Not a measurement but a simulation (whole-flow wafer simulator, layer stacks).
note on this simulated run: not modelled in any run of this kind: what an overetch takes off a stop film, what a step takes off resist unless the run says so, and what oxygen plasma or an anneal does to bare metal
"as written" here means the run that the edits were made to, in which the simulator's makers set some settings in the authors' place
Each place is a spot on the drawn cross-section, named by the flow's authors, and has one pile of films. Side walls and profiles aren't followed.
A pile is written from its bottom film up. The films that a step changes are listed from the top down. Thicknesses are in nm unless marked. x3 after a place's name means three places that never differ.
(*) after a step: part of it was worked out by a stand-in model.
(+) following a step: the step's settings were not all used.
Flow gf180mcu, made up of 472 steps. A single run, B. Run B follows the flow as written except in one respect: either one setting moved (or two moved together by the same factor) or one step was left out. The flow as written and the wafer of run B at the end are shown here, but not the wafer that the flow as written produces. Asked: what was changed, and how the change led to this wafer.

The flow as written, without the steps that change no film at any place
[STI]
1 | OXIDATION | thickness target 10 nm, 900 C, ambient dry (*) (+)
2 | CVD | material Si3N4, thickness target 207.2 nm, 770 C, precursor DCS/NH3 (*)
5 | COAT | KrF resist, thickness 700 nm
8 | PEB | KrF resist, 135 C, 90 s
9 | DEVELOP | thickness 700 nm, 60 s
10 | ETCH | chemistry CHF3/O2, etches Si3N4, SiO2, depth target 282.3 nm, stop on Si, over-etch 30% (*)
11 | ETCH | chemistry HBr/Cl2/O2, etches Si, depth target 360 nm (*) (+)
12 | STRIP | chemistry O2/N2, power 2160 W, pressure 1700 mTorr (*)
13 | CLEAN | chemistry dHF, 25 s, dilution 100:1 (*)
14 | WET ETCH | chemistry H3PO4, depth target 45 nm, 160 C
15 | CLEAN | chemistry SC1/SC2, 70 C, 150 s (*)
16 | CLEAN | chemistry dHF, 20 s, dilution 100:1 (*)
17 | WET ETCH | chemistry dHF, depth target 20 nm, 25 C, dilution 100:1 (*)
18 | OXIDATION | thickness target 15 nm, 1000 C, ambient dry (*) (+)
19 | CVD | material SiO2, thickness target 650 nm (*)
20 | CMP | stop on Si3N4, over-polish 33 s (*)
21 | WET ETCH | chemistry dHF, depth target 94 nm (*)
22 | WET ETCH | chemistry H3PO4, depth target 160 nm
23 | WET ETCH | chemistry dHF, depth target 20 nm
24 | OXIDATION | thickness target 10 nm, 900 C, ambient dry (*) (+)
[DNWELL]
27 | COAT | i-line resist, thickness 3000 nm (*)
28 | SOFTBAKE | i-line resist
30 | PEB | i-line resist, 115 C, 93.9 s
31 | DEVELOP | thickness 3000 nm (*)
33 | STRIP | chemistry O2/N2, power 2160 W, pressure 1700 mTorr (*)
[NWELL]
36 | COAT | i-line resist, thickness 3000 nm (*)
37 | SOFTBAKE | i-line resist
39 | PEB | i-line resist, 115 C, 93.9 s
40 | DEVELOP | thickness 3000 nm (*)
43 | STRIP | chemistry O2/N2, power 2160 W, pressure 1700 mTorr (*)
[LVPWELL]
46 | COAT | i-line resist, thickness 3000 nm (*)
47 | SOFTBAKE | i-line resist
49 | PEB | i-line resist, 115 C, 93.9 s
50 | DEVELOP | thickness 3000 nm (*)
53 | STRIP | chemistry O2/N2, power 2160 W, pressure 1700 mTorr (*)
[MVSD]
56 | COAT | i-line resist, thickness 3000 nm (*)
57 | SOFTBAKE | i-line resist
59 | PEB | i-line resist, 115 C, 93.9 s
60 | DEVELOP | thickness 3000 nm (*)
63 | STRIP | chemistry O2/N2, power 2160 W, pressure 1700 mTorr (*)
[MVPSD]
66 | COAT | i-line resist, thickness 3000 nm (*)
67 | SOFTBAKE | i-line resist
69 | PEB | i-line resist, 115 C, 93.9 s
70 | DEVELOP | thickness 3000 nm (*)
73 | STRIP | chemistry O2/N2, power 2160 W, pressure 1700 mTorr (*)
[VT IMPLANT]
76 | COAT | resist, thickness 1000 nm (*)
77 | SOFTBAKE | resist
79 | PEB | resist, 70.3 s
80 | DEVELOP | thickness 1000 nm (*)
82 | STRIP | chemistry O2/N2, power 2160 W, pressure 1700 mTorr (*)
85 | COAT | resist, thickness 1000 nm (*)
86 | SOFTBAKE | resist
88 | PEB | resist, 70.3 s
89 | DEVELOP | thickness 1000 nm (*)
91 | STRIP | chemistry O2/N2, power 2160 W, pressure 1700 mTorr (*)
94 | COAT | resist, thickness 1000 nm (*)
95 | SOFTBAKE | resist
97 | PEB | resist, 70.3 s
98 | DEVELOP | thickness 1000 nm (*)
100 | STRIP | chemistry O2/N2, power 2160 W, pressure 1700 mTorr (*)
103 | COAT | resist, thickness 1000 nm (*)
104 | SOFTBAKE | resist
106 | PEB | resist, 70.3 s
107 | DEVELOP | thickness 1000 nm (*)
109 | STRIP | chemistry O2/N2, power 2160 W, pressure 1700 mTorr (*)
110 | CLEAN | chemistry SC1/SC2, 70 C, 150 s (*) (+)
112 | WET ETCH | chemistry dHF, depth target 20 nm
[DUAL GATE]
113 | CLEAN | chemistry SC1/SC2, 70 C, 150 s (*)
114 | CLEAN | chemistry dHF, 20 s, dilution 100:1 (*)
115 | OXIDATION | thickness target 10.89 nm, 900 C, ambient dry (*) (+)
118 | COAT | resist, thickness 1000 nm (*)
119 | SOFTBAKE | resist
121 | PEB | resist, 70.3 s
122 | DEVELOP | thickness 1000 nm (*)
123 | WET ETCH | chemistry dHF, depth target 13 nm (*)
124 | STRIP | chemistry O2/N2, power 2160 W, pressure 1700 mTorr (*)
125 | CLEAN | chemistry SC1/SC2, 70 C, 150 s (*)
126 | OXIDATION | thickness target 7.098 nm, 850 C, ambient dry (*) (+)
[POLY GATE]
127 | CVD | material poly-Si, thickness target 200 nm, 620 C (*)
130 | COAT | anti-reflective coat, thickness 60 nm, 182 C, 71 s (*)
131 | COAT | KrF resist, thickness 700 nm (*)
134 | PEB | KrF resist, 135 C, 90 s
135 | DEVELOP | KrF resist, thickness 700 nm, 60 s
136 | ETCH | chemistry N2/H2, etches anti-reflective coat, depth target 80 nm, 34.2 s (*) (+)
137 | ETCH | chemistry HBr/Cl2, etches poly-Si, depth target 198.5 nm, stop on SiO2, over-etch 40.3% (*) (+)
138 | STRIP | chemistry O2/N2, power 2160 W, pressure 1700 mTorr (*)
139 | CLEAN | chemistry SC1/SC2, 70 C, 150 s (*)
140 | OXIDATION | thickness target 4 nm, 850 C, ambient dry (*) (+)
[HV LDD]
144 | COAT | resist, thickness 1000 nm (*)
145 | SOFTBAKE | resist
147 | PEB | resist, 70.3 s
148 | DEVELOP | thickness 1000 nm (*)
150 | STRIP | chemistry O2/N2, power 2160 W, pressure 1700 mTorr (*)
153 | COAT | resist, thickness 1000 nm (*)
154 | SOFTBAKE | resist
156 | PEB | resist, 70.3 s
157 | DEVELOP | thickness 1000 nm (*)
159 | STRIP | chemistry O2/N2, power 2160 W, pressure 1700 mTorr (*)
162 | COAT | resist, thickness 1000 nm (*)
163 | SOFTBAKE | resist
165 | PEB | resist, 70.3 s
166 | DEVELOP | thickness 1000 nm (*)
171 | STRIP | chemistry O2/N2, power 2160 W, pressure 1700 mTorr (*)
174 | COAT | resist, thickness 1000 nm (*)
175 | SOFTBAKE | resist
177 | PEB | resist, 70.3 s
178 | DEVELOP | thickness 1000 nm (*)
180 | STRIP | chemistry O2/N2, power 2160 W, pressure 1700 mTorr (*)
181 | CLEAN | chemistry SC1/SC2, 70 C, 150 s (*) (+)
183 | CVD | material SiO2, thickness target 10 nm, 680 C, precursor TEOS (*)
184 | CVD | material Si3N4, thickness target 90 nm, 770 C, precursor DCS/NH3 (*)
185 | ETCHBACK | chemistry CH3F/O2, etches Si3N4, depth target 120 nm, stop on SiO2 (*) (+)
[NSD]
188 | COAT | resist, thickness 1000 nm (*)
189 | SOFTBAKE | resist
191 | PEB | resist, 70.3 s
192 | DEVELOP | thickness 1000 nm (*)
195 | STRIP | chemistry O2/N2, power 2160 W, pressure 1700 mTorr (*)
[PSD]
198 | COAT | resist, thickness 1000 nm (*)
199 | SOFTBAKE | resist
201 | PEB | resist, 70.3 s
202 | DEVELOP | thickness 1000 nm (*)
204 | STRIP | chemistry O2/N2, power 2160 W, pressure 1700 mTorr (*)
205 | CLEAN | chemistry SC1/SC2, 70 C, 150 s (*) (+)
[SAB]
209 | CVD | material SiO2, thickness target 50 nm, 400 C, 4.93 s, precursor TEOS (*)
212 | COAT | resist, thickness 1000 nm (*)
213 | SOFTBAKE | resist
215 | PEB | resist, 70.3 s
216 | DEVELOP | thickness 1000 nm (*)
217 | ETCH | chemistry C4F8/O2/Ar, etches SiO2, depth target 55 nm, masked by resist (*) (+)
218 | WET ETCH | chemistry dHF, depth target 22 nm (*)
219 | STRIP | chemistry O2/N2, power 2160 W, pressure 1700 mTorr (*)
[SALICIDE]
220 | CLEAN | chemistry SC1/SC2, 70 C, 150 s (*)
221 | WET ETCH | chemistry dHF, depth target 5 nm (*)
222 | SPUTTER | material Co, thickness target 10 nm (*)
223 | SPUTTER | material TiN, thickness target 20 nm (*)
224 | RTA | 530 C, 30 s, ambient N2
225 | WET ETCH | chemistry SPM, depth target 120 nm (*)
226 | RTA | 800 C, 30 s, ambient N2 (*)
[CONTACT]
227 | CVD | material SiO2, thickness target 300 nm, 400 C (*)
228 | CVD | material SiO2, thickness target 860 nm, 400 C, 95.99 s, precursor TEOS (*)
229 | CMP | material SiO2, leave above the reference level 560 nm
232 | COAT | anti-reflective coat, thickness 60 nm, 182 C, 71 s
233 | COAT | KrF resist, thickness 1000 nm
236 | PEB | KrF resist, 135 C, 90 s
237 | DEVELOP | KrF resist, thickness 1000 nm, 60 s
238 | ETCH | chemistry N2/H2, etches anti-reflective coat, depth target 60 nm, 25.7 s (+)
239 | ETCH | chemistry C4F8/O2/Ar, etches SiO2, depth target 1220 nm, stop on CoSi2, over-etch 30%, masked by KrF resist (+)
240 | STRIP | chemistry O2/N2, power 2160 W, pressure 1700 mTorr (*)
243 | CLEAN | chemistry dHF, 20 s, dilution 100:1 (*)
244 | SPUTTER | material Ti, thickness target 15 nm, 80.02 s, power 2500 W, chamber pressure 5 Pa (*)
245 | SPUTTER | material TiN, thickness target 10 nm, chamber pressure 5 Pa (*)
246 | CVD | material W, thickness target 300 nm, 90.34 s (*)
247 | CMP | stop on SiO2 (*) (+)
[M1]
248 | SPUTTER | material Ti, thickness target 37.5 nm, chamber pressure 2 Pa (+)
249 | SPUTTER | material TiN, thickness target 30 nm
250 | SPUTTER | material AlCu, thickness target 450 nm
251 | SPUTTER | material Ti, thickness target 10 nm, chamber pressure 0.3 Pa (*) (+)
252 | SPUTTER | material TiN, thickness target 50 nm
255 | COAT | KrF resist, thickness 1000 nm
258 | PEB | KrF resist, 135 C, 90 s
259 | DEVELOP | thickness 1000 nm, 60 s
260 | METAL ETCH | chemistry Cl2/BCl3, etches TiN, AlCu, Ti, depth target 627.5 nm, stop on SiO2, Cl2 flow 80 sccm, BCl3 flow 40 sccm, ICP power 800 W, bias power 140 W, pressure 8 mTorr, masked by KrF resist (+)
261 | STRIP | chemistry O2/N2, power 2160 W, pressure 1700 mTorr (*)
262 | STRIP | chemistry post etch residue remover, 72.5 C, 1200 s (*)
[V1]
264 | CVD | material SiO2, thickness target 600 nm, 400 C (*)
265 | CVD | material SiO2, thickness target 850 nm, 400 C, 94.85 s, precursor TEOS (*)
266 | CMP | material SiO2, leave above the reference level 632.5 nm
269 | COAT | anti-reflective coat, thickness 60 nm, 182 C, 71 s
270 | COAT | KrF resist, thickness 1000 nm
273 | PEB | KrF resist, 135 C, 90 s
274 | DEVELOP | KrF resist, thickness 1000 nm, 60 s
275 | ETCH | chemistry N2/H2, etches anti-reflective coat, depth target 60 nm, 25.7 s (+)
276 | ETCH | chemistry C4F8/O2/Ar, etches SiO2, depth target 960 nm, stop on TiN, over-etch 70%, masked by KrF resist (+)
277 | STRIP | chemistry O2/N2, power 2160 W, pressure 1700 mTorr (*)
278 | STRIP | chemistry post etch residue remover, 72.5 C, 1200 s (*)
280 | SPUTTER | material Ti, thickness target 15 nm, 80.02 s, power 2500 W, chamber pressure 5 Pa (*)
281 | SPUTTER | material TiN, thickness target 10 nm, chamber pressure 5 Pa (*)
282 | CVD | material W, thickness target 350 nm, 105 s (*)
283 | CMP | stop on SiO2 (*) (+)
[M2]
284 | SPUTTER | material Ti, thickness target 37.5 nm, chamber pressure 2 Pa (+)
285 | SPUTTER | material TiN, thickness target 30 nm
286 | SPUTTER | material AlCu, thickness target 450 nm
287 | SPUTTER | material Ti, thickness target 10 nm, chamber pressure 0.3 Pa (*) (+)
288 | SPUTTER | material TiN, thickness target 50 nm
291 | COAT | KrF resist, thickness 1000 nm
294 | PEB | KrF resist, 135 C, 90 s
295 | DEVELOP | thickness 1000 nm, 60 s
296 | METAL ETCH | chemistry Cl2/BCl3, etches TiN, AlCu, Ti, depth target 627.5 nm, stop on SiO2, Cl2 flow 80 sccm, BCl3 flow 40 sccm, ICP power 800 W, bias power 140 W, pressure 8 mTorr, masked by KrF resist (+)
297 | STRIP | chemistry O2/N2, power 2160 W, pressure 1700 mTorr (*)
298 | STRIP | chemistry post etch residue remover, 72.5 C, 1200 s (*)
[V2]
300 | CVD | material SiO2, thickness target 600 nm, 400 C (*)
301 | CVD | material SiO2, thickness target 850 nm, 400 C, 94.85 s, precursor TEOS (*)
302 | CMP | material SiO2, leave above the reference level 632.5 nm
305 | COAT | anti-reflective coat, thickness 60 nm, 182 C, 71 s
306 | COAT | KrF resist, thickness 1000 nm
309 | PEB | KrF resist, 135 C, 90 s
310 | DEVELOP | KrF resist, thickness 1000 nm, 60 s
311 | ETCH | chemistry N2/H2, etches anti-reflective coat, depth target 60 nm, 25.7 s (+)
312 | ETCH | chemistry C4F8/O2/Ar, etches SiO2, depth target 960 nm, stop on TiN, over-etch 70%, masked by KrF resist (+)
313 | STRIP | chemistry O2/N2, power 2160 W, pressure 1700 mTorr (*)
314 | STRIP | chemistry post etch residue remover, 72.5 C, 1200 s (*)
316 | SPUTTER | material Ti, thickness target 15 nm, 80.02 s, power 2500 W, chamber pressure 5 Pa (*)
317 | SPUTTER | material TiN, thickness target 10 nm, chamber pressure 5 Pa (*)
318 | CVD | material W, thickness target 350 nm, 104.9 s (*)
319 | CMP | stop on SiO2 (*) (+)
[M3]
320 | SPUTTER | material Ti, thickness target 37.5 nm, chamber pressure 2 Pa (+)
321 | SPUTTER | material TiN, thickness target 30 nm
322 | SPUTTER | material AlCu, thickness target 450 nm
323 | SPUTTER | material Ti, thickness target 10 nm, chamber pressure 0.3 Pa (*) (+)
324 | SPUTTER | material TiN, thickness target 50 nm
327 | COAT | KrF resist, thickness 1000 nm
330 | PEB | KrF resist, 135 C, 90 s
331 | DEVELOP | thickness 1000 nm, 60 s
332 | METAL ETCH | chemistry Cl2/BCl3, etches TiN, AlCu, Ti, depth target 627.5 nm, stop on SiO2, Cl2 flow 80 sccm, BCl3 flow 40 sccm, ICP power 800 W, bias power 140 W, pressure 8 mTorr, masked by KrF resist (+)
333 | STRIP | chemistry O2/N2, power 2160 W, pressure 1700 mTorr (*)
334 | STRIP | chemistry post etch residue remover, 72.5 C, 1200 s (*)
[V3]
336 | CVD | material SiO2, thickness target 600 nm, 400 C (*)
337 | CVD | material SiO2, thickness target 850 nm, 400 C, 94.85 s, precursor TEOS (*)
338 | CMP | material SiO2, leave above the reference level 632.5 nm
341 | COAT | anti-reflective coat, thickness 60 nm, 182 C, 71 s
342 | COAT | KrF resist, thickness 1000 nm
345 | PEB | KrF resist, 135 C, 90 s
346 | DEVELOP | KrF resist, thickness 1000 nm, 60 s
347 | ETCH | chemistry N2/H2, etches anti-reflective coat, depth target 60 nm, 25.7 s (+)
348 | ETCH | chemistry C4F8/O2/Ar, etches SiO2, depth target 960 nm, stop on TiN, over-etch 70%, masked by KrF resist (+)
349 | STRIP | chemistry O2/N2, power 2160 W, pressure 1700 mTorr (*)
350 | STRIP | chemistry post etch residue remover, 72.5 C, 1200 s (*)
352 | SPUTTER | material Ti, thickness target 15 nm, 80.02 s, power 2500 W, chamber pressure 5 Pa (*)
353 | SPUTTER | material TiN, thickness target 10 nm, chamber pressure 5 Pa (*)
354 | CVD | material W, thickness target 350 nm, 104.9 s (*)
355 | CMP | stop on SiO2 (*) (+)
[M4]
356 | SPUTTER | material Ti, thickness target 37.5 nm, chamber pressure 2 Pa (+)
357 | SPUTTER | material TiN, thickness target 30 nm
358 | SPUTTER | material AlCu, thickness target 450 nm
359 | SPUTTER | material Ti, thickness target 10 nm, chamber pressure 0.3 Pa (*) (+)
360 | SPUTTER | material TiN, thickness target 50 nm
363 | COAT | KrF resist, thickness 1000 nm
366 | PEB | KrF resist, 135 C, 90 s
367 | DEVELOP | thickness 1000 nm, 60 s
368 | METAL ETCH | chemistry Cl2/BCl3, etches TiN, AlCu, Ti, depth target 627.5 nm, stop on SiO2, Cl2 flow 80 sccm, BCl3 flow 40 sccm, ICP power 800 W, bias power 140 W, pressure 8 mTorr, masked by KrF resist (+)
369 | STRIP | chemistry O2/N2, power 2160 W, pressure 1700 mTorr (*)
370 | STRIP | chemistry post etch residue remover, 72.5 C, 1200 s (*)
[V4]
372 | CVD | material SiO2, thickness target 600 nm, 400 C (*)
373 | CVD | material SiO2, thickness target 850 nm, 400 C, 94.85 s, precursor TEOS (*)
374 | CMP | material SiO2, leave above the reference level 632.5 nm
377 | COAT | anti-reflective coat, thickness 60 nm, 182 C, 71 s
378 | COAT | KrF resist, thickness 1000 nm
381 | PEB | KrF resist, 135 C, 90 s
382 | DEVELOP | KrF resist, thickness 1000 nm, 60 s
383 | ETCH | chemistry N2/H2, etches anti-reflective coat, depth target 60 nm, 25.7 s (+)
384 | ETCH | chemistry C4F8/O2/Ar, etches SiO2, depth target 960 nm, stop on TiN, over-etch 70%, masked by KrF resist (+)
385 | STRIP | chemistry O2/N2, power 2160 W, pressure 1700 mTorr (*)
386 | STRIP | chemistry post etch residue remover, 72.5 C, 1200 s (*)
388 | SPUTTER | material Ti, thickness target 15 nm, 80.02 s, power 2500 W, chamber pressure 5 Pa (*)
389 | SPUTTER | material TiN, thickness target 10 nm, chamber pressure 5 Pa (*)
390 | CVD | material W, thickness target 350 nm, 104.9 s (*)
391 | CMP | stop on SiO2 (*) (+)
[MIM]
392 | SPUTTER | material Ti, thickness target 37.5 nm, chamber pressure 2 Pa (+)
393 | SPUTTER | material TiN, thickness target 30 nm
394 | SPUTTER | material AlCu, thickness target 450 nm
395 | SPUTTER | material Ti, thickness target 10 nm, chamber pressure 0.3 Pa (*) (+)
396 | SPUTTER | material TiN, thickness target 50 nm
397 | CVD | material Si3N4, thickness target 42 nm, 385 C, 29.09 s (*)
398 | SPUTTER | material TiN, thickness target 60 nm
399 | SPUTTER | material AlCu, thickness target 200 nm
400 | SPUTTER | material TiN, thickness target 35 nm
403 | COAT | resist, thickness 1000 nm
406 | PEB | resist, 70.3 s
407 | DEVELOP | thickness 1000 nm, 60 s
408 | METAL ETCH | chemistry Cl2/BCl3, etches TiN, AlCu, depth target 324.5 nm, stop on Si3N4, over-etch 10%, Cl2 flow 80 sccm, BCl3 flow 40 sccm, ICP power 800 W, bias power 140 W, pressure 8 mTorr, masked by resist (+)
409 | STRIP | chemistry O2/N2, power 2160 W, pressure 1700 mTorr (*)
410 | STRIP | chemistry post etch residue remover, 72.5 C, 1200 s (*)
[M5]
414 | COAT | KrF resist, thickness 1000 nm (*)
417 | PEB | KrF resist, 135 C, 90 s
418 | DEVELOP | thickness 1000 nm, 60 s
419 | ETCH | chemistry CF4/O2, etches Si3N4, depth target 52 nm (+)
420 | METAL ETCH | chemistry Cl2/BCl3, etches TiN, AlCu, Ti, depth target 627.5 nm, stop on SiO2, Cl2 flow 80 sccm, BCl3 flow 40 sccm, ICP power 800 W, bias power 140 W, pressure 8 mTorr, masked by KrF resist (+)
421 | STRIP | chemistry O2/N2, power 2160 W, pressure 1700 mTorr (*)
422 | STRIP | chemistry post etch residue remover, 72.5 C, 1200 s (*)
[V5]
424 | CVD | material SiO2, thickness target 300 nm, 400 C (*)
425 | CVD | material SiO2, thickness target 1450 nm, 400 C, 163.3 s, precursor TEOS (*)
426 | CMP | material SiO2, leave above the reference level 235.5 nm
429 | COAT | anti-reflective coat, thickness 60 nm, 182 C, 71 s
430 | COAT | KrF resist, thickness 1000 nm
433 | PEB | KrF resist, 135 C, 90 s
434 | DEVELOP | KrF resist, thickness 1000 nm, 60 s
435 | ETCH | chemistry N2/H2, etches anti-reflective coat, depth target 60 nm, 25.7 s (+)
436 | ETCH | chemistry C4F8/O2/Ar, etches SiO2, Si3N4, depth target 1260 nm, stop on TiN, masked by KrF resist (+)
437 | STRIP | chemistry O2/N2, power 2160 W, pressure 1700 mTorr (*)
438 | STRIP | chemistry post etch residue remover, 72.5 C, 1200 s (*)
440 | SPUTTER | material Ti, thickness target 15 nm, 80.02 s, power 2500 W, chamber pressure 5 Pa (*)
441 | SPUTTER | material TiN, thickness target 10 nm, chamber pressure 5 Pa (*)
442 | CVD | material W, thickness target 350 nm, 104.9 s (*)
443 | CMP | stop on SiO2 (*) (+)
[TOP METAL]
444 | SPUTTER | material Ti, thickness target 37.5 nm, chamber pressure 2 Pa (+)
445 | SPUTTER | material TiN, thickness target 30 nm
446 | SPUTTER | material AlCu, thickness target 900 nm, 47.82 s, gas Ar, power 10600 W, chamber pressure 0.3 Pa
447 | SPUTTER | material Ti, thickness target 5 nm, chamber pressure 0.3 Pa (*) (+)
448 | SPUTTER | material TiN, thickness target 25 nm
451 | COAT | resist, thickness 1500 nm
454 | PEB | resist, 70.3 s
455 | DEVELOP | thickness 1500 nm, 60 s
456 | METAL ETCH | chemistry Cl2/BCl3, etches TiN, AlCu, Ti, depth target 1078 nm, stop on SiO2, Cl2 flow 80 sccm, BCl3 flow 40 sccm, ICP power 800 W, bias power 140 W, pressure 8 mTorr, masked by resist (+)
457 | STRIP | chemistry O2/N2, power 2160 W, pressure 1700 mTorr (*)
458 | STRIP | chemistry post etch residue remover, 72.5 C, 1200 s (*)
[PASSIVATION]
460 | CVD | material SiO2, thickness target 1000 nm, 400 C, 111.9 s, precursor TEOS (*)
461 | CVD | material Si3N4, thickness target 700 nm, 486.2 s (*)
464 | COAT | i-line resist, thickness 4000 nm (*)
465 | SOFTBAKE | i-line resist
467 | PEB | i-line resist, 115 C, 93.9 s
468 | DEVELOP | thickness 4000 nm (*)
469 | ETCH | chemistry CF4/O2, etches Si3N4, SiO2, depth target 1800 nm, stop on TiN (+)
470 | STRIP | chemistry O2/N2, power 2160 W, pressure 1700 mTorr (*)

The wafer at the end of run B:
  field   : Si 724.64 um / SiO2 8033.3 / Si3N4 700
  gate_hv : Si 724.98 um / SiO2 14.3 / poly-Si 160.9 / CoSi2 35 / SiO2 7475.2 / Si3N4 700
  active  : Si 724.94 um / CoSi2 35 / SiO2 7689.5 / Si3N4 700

Cause: step 322, SPUTTER: thickness target 256 nm was run, though the flow has thickness target 450 nm.

How this came from the change, step by step:
  322 | SPUTTER | material AlCu, thickness target 450 nm
      field, field__w1, field__w2 and 108 more: +256 AlCu (new film) (it would be, as written: +450 AlCu (new film))
  332 | METAL ETCH | chemistry Cl2/BCl3, etches TiN, AlCu, Ti, depth target 627.5 nm, stop on SiO2, Cl2 flow 80 sccm, BCl3 flow 40 sccm, ICP power 800 W, bias power 140 W, pressure 8 mTorr, masked by KrF resist (+)
      field, field__w1, field__w2 and 103 more: -50 TiN (all of it), -10 Ti (all of it), -256 AlCu (all of it), -30 TiN (all of it), -37.5 Ti (all of it) (it would be, as written: -50 TiN (all of it), -10 Ti (all of it), -450 AlCu (all of it), -30 TiN (all of it), -37.5 Ti (all of it))
      field__w8, contact, m1, m1__w1, m1_nw: -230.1 KrF resist (it would be, as written: -251 KrF resist)
  333 | STRIP | chemistry O2/N2, power 2160 W, pressure 1700 mTorr (*)
      field__w8, contact, m1, m1__w1, m1_nw: -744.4 KrF resist (all of it) (it would be, as written: -723.5 KrF resist (all of it))
  338 | CMP | material SiO2, leave above the reference level 632.5 nm
      field, field__w1, field__w2 and 103 more: -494 SiO2 (it would be, as written: -300 SiO2)
